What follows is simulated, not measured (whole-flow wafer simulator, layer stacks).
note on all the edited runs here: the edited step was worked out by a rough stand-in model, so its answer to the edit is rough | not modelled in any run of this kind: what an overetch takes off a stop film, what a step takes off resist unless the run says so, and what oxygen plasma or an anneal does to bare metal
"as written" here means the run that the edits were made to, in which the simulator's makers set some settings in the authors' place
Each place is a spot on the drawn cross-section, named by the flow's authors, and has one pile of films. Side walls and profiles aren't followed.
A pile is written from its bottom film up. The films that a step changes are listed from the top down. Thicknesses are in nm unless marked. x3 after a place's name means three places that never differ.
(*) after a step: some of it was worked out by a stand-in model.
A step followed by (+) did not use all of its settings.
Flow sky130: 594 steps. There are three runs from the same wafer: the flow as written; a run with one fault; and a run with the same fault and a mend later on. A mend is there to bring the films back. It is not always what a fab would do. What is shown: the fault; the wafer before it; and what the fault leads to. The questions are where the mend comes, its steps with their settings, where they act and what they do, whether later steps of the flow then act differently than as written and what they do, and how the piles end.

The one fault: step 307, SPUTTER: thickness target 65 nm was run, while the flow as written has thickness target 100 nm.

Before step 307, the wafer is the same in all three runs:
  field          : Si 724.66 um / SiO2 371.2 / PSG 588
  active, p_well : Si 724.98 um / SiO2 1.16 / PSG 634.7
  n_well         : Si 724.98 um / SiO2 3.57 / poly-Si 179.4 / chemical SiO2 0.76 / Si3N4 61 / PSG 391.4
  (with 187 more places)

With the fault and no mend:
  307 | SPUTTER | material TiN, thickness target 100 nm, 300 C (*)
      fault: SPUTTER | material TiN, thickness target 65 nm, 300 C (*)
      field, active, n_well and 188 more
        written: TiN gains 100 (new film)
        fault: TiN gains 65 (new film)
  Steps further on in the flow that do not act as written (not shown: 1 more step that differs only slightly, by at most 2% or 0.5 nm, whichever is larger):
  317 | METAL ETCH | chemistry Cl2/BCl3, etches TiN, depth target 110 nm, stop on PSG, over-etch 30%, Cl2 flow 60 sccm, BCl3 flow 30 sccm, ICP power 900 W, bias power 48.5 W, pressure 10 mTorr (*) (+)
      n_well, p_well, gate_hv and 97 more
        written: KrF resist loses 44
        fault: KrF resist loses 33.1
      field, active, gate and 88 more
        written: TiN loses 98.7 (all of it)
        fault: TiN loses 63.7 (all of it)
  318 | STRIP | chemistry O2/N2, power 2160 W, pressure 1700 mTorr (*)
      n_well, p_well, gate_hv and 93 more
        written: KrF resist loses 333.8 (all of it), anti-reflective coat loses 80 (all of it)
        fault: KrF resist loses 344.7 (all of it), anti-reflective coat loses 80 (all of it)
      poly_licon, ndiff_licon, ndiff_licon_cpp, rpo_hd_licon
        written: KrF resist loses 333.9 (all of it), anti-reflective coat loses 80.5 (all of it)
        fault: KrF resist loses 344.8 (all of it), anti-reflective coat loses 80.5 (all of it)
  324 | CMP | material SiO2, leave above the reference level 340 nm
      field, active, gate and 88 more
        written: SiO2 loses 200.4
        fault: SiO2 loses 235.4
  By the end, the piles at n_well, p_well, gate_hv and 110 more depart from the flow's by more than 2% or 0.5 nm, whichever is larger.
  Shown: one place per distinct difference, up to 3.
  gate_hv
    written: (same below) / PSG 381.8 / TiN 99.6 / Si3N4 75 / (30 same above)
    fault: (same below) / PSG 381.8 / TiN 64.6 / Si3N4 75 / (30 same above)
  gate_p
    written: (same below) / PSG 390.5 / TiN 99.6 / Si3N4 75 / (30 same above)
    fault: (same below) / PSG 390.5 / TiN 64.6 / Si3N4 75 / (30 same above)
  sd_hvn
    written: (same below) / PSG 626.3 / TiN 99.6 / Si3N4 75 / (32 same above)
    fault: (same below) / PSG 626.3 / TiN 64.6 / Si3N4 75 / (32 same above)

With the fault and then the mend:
  After step 307 comes the mend.
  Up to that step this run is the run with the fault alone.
  307a | SPUTTER | material TiN, thickness target 35 nm, 300 C (*) (a further turn of the flow's step 307, with different settings)
      field, active, n_well and 188 more
        TiN gains 35
  Later steps of the flow that are run all act as written at every place that is followed, up to a difference of at most 2% or 0.5 nm, whichever is larger.
  At every place that both follow, the piles at the end match the flow's.
